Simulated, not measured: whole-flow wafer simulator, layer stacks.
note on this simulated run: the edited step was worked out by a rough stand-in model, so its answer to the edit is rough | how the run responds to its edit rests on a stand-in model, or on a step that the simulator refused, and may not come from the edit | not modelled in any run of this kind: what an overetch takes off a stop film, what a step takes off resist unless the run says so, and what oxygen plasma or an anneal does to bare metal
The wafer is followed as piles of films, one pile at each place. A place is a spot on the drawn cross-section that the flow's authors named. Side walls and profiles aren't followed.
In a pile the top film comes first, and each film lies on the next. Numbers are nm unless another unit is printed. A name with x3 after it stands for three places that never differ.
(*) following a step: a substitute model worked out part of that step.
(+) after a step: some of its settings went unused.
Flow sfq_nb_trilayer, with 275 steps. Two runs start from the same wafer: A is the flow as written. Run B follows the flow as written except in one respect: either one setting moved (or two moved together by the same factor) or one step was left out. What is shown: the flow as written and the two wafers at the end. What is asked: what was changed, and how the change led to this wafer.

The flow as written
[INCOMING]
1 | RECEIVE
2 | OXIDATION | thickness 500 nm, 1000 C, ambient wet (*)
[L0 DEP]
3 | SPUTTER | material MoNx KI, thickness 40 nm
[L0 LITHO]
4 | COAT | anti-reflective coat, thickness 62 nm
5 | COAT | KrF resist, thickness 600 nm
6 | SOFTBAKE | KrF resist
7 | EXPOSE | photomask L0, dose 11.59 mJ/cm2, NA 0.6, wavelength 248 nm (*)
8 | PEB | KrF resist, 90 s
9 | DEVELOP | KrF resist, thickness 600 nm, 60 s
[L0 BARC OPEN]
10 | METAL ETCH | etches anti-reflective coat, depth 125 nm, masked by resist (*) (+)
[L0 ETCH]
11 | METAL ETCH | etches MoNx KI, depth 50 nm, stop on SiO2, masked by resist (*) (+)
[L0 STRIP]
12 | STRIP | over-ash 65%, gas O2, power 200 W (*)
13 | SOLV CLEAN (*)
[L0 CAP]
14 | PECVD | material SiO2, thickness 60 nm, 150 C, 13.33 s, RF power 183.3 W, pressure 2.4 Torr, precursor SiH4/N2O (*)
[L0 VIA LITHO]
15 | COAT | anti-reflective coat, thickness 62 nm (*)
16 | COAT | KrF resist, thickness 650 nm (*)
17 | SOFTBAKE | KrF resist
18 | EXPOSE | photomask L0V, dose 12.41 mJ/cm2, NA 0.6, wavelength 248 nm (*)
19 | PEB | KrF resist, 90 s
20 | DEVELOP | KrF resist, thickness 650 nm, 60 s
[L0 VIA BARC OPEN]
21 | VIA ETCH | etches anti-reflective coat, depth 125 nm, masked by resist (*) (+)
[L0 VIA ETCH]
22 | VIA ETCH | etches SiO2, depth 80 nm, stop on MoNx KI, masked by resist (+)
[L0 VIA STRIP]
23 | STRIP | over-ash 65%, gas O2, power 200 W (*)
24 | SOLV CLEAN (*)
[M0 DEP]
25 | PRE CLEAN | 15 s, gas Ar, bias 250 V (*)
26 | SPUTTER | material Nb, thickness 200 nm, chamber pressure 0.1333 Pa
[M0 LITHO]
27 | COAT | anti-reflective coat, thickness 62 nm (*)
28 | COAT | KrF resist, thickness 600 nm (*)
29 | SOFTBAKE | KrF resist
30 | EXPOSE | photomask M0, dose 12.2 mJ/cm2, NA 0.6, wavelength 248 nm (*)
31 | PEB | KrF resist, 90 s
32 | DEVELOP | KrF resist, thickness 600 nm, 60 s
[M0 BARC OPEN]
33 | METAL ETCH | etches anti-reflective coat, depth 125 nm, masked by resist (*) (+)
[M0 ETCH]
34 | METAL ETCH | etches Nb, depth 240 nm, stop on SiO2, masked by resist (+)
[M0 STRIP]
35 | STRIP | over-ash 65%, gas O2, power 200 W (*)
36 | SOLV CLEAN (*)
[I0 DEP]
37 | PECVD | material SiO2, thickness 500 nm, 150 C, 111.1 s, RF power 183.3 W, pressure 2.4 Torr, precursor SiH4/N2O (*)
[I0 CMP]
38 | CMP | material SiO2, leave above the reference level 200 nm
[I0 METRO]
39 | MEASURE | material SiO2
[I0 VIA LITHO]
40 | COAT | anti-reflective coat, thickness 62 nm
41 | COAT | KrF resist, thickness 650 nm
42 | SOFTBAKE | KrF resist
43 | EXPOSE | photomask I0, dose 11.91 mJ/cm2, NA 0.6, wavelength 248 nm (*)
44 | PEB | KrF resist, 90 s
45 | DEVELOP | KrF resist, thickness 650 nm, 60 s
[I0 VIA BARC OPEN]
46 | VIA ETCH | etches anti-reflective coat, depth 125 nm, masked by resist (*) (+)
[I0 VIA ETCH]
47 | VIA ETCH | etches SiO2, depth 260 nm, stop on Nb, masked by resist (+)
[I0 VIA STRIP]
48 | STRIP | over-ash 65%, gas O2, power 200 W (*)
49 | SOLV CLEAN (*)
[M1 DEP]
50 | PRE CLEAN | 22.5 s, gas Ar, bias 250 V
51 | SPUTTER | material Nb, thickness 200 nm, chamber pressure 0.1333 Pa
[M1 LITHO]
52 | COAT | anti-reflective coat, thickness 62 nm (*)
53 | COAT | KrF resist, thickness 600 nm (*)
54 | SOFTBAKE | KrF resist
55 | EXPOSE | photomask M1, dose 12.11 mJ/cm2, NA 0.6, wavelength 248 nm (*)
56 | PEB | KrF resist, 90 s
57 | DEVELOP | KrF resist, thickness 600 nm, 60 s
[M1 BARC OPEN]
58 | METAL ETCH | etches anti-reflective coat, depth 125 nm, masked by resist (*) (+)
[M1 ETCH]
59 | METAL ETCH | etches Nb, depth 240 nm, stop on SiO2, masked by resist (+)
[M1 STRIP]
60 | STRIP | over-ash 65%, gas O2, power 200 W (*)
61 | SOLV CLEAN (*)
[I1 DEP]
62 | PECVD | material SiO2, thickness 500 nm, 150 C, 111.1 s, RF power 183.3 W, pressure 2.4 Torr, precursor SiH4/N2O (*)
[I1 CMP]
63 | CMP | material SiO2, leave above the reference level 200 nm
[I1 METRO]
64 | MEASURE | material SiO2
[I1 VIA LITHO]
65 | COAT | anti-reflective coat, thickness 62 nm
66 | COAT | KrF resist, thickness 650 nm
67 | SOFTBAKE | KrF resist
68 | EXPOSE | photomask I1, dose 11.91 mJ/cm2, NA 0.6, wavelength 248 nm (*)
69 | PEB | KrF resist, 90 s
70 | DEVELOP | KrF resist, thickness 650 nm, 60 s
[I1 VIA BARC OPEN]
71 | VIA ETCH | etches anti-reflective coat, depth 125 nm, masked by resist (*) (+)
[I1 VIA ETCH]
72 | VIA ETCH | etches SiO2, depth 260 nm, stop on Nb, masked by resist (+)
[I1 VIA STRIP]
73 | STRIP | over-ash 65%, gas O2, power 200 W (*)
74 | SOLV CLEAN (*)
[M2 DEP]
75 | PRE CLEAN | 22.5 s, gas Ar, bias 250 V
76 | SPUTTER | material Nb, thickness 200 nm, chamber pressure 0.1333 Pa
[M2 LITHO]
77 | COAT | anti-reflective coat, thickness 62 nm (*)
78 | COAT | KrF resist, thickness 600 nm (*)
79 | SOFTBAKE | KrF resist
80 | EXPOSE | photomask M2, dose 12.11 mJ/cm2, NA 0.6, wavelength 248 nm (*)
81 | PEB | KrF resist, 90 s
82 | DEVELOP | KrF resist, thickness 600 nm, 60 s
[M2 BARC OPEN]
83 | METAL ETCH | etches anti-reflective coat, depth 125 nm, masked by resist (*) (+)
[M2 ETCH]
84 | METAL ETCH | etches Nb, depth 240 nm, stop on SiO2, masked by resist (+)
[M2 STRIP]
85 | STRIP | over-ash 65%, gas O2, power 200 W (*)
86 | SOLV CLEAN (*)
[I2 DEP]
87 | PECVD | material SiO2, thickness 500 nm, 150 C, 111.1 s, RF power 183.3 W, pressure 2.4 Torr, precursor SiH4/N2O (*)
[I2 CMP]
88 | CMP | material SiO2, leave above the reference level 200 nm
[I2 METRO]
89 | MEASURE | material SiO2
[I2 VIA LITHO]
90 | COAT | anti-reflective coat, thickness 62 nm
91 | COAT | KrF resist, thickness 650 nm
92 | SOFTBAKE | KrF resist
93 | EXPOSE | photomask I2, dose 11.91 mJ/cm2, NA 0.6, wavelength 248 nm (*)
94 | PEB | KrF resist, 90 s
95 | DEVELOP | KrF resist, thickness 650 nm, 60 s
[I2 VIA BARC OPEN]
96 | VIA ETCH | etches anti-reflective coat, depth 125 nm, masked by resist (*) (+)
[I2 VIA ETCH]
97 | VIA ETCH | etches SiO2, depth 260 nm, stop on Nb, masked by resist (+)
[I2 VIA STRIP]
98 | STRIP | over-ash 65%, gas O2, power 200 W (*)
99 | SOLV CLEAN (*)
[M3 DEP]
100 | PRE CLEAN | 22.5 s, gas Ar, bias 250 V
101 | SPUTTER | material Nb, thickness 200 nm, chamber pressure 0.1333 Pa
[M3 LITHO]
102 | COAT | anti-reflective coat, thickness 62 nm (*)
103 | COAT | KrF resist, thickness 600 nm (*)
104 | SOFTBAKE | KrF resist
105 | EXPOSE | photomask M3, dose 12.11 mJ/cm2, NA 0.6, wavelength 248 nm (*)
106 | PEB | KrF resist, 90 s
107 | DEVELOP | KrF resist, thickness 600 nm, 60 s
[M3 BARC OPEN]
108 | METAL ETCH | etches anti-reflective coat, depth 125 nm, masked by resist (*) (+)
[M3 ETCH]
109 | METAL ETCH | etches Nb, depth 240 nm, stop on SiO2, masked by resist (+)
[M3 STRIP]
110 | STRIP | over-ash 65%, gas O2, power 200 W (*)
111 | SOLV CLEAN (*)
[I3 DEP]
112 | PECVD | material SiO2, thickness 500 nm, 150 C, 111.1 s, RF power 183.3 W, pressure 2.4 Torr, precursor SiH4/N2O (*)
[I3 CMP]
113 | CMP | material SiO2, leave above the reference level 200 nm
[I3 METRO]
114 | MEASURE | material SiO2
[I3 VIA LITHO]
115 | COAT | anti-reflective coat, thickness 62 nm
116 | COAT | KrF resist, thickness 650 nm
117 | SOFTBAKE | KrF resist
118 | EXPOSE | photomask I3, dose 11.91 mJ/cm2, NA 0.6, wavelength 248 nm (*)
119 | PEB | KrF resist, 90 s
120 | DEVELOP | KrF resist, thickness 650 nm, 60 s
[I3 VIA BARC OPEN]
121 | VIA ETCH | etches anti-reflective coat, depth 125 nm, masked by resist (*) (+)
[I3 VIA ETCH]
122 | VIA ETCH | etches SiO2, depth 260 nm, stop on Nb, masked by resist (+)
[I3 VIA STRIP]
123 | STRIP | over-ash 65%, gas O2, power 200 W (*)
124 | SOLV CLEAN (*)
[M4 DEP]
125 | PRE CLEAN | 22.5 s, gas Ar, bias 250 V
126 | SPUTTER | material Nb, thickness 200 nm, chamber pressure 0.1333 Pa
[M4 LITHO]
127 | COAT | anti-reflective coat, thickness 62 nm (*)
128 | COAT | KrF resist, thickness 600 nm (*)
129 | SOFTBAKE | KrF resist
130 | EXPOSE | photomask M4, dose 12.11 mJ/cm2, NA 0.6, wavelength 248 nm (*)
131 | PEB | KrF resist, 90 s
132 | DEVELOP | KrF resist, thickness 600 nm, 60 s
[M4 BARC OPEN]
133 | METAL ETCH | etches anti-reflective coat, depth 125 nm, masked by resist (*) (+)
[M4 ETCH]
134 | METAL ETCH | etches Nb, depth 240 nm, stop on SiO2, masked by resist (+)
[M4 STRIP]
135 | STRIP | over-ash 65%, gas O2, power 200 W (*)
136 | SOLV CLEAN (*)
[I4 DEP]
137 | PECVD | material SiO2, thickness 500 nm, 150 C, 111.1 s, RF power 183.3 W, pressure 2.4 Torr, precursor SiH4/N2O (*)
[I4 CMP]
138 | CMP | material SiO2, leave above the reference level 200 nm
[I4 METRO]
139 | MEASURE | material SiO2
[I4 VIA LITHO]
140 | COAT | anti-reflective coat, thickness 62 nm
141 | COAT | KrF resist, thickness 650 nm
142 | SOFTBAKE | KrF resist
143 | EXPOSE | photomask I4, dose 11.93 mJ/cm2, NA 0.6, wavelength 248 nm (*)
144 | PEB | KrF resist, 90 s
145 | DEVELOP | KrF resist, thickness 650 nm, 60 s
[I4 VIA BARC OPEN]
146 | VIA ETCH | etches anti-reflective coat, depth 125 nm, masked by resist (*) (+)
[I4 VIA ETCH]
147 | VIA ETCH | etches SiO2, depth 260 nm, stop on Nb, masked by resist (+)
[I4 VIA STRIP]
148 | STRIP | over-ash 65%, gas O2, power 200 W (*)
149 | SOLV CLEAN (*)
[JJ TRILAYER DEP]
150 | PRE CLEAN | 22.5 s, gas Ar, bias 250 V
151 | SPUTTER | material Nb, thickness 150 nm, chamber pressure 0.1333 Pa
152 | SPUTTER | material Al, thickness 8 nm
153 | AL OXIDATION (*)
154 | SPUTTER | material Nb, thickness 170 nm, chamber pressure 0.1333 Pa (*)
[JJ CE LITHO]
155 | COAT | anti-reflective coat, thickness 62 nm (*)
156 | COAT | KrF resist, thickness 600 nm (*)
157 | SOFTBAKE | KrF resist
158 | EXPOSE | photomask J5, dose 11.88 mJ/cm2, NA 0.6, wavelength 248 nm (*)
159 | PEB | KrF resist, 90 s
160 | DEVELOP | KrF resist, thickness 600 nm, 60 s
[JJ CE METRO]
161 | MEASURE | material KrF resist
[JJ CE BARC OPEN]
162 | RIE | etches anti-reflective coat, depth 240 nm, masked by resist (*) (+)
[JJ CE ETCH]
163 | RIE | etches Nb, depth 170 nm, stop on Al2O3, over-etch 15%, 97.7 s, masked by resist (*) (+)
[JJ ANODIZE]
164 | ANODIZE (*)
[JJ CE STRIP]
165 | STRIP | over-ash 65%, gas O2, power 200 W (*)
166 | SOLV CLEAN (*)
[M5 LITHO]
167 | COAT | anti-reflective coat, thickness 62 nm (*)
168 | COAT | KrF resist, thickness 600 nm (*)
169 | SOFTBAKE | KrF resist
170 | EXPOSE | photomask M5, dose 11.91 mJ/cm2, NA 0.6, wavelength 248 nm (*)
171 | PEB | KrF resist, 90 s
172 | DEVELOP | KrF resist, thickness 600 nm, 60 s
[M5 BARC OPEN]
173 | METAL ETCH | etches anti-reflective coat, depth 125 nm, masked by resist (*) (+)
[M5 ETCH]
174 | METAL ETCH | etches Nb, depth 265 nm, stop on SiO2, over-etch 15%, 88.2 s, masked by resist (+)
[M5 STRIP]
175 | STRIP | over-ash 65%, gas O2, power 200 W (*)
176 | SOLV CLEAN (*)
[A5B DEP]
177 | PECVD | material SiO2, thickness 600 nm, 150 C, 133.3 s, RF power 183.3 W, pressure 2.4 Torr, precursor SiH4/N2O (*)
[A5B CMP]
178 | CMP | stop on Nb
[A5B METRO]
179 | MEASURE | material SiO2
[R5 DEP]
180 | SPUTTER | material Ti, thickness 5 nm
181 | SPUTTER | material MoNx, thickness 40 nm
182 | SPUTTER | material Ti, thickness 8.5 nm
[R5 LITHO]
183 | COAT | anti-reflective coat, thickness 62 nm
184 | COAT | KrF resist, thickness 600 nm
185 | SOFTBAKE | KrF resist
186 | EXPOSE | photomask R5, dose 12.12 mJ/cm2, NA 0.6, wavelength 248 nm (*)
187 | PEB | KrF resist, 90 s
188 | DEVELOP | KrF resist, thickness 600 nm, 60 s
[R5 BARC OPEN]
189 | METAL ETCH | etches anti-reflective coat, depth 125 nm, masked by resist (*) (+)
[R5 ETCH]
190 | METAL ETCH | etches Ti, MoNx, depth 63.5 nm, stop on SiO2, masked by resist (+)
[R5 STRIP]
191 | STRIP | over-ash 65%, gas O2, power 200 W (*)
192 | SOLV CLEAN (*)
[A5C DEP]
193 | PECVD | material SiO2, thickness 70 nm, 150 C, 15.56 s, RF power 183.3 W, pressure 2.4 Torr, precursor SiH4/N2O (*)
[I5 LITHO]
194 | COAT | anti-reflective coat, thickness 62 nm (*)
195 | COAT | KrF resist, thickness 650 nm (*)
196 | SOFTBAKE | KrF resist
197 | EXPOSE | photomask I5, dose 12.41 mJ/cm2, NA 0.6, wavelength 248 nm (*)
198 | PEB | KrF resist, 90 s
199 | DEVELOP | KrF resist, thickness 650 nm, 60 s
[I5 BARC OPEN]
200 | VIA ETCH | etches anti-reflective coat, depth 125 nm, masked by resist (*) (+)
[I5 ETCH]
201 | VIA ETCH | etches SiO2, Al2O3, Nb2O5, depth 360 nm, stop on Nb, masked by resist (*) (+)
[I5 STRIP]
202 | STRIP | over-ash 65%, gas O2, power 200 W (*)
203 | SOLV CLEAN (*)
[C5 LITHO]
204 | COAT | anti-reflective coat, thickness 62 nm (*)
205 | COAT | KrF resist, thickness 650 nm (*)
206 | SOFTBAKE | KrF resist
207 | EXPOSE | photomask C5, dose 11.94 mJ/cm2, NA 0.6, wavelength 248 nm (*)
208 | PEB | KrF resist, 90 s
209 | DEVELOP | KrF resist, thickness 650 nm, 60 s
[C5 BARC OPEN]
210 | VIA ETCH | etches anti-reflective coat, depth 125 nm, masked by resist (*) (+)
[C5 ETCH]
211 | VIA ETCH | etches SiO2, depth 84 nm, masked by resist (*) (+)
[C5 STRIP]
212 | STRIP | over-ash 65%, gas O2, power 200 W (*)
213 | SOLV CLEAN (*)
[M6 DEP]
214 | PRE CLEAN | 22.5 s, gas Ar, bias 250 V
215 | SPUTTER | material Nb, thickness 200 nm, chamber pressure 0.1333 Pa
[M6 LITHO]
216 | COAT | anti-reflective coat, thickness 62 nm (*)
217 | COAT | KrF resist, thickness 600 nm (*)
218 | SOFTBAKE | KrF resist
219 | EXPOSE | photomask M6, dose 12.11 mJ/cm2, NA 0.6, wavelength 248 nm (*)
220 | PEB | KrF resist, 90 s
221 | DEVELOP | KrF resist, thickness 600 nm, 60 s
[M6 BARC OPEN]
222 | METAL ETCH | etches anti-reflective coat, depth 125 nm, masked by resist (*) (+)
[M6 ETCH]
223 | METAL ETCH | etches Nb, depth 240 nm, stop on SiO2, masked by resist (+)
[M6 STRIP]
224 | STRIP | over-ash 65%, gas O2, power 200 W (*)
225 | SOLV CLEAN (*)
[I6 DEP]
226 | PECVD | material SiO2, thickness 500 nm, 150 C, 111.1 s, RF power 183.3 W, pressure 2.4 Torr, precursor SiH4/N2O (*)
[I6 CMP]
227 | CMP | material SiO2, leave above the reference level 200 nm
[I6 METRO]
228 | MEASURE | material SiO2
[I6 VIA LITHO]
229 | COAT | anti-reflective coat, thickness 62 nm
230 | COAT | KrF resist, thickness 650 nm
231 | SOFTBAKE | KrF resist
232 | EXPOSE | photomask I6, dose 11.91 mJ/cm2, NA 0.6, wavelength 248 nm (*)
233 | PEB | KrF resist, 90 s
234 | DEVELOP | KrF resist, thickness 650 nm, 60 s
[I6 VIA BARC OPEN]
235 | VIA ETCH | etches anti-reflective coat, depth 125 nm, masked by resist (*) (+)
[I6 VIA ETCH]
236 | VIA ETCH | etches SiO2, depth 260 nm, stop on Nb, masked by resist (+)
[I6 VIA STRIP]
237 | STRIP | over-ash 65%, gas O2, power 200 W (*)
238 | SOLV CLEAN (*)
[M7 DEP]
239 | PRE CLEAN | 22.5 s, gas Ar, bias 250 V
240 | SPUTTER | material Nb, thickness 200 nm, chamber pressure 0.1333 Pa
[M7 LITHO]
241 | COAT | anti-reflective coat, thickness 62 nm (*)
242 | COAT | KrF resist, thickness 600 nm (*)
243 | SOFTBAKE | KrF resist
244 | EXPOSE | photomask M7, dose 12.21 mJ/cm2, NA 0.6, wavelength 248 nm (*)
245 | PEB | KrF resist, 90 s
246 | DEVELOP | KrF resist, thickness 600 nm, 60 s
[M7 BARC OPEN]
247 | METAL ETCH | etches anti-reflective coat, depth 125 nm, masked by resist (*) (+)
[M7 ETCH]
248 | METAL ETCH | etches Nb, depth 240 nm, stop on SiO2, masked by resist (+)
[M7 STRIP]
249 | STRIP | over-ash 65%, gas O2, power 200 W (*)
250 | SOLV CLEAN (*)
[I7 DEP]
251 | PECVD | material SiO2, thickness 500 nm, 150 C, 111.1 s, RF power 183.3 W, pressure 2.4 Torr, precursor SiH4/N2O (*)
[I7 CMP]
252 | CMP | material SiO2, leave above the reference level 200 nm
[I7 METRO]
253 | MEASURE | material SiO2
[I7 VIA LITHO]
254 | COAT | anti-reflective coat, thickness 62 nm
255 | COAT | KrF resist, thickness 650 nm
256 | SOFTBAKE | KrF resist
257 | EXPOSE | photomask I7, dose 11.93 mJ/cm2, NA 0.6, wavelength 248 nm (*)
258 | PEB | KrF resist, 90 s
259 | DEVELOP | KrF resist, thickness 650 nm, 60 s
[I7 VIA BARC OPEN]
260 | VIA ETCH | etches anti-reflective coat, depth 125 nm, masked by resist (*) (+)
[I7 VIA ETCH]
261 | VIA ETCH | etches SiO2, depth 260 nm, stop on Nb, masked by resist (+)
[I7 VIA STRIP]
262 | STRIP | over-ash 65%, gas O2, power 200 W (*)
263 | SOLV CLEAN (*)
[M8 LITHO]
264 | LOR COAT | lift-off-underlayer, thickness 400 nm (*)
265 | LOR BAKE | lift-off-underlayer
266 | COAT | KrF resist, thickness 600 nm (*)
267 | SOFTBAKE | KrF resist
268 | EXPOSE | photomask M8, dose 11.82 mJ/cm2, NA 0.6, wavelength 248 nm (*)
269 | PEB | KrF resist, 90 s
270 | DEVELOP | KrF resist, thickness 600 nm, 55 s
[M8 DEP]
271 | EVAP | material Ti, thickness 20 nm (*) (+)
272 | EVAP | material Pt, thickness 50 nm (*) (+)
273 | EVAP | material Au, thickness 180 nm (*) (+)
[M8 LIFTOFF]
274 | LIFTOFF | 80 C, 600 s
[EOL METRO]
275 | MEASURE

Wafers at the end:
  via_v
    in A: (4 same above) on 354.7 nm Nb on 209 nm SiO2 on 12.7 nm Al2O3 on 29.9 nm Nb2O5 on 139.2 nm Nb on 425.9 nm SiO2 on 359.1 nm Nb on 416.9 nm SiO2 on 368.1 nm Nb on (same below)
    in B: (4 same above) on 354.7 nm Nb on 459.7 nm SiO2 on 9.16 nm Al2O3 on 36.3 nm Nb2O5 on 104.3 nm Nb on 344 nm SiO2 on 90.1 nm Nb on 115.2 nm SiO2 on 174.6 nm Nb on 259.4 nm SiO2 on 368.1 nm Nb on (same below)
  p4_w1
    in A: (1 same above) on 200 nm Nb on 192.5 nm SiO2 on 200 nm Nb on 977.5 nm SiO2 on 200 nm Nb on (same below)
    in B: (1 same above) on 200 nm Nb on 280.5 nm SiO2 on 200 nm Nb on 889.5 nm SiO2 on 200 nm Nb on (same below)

What caused this: step 87, PECVD: thickness 312 nm was run, though the flow has thickness 500 nm; step 87, PECVD: 69.44 s was run, where the flow has 111.1 s.

The path from the change to this, step by step:
  87 | PECVD | material SiO2, thickness 500 nm, 150 C, 111.1 s, RF power 183.3 W, pressure 2.4 Torr, precursor SiH4/N2O (*)
      field_l, be, be_sur and 81 more: A +500 SiO2 | B +312 SiO2
      v_sur, via_wl, via_w and 18 more: A +500 SiO2 (new film) | B +312 SiO2 (new film)
      (and at 1 other place as well)
  88 | CMP | material SiO2, leave above the reference level 200 nm
      field_l, be, be_sur and 81 more: A -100 SiO2 | B nothing
      via_v: A -181.6 SiO2 | B nothing
      (and at 21 other places as well)
  90 | COAT | anti-reflective coat, thickness 62 nm
      m0r_line_l, m0r_line_r, m6r_line_l, m6r_line_r, m7r_line_l, m7r_line_r: A +62 anti-reflective coat (new film) | B +63.5 anti-reflective coat (new film)
      m0r_space_l, m0r_space_r, m6r_space_l, m6r_space_r, m7r_space_l, m7r_space_r: A +62 anti-reflective coat (new film) | B +74.3 anti-reflective coat (new film)
      (and at 59 other places as well)
  91 | COAT | KrF resist, thickness 650 nm
      m0r_line_l, m0r_line_r, m6r_line_l, m6r_line_r, m7r_line_l, m7r_line_r: A +650 KrF resist (new film) | B +667.4 KrF resist (new film)
      m5r_linepad_l, m5r_linepad_r: A +650 KrF resist (new film) | B +630.9 KrF resist (new film)
      (and at 29 other places as well)
  95 | DEVELOP | KrF resist, thickness 650 nm, 60 s
      via_w: A -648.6 KrF resist (all of it) | B -616.4 KrF resist (all of it)
  96 | VIA ETCH | etches anti-reflective coat, depth 125 nm, masked by resist (*) (+)
      field_l, v_sur, via_wl and 102 more: A -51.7 KrF resist | B -45.7 KrF resist
      via_w: A -62 anti-reflective coat (all of it), -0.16 SiO2 | B -54.8 anti-reflective coat (all of it), -0.14 SiO2
  98 | STRIP | over-ash 65%, gas O2, power 200 W (*)
      m0r_line_l, m0r_line_r, m6r_line_l, m6r_line_r, m7r_line_l, m7r_line_r: A -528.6 KrF resist (all of it), -62 anti-reflective coat (all of it) | B -552 KrF resist (all of it), -63.5 anti-reflective coat (all of it)
      m0r_space_l, m0r_space_r, m6r_space_l, m6r_space_r, m7r_space_l, m7r_space_r: A -528.6 KrF resist (all of it), -62 anti-reflective coat (all of it) | B -544.8 KrF resist (all of it), -74.3 anti-reflective coat (all of it)
      (and at 67 other places as well)
  101 | SPUTTER | material Nb, thickness 200 nm, chamber pressure 0.1333 Pa
      via_v: A +200 Nb (new film) | B +174.6 Nb (new film)
  102 | COAT | anti-reflective coat, thickness 62 nm (*)
      m0r_line_l, m0r_line_r, m6r_line_l, m6r_line_r, m7r_line_l, m7r_line_r: A +62 anti-reflective coat (new film) | B +63.6 anti-reflective coat (new film)
      m0r_space_l, m0r_space_r, m6r_space_l, m6r_space_r, m7r_space_l, m7r_space_r: A +62 anti-reflective coat (new film) | B +72 anti-reflective coat (new film)
      (and at 59 other places as well)
  103 | COAT | KrF resist, thickness 600 nm (*)
      m0r_line_l, m0r_line_r, m6r_line_l, m6r_line_r, m7r_line_l, m7r_line_r: A +600 KrF resist (new film) | B +615.4 KrF resist (new film)
      wl_c_m6, r5r_spacepad_l: A +600 KrF resist (new film) | B +585.2 KrF resist (new film)
      (and at 27 other places as well)
  107 | DEVELOP | KrF resist, thickness 600 nm, 60 s
      m0r_line_l, m0r_line_r, m6r_line_l, m6r_line_r, m7r_line_l, m7r_line_r: A -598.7 KrF resist (all of it) | B -614.1 KrF resist (all of it)
      m5r_linepad_l, m5r_linepad_r: A -598.7 KrF resist (all of it) | B -579.6 KrF resist (all of it)
      (and at 14 other places as well)
  108 | METAL ETCH | etches anti-reflective coat, depth 125 nm, masked by resist (*) (+)
      v_sur, via_wl, via_w and 28 more: A -51.7 KrF resist | B -58.1 KrF resist
      m0r_line_l, m0r_line_r, m6r_line_l, m6r_line_r, m7r_line_l, m7r_line_r: A -62 anti-reflective coat (all of it) | B -63.6 anti-reflective coat (all of it)
      (and at 43 other places as well)
  110 | STRIP | over-ash 65%, gas O2, power 200 W (*)
      v_sur: A -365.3 KrF resist (all of it), -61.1 anti-reflective coat (all of it) | B -324.3 KrF resist (all of it), -45.9 anti-reflective coat (all of it)
      via_wl: A -384.2 KrF resist (all of it), -34.2 anti-reflective coat (all of it) | B -336.7 KrF resist (all of it), -31.3 anti-reflective coat (all of it)
      (and at 20 other places as well)
  112 | PECVD | material SiO2, thickness 500 nm, 150 C, 111.1 s, RF power 183.3 W, pressure 2.4 Torr, precursor SiH4/N2O (*)
      via_v: A +500 SiO2 (new film) | B +539.9 SiO2 (new film)
  113 | CMP | material SiO2, leave above the reference level 200 nm
      field_l, be, be_sur and 64 more: A -100 SiO2 | B -12 SiO2
      p4_w1, p4_w2, p4_w3 and 6 more: A -300 SiO2 | B -212 SiO2
      (and at 9 other places as well)
  122 | VIA ETCH | etches SiO2, depth 260 nm, stop on Nb, masked by resist (+)
      via_v: A -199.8 SiO2 (all of it) | B -260 SiO2
  ... 24 other steps ...
  178 | CMP | stop on Nb
      via_v: A -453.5 SiO2 | B -340.8 SiO2
If metal films that touch count as one body, via_v has 7 bodies (between them, from the top down: SiO2 437.8; SiO2 459.7 / Al2O3 9.16 / Nb2O5 36.3; SiO2 344; SiO2 115.2; SiO2 259.4; SiO2 192.5); the flow as written gives 6 bodies (between them, from the top down: SiO2 437.8; SiO2 209 / Al2O3 12.7 / Nb2O5 29.9; SiO2 425.9; SiO2 416.9; SiO2 192.5).
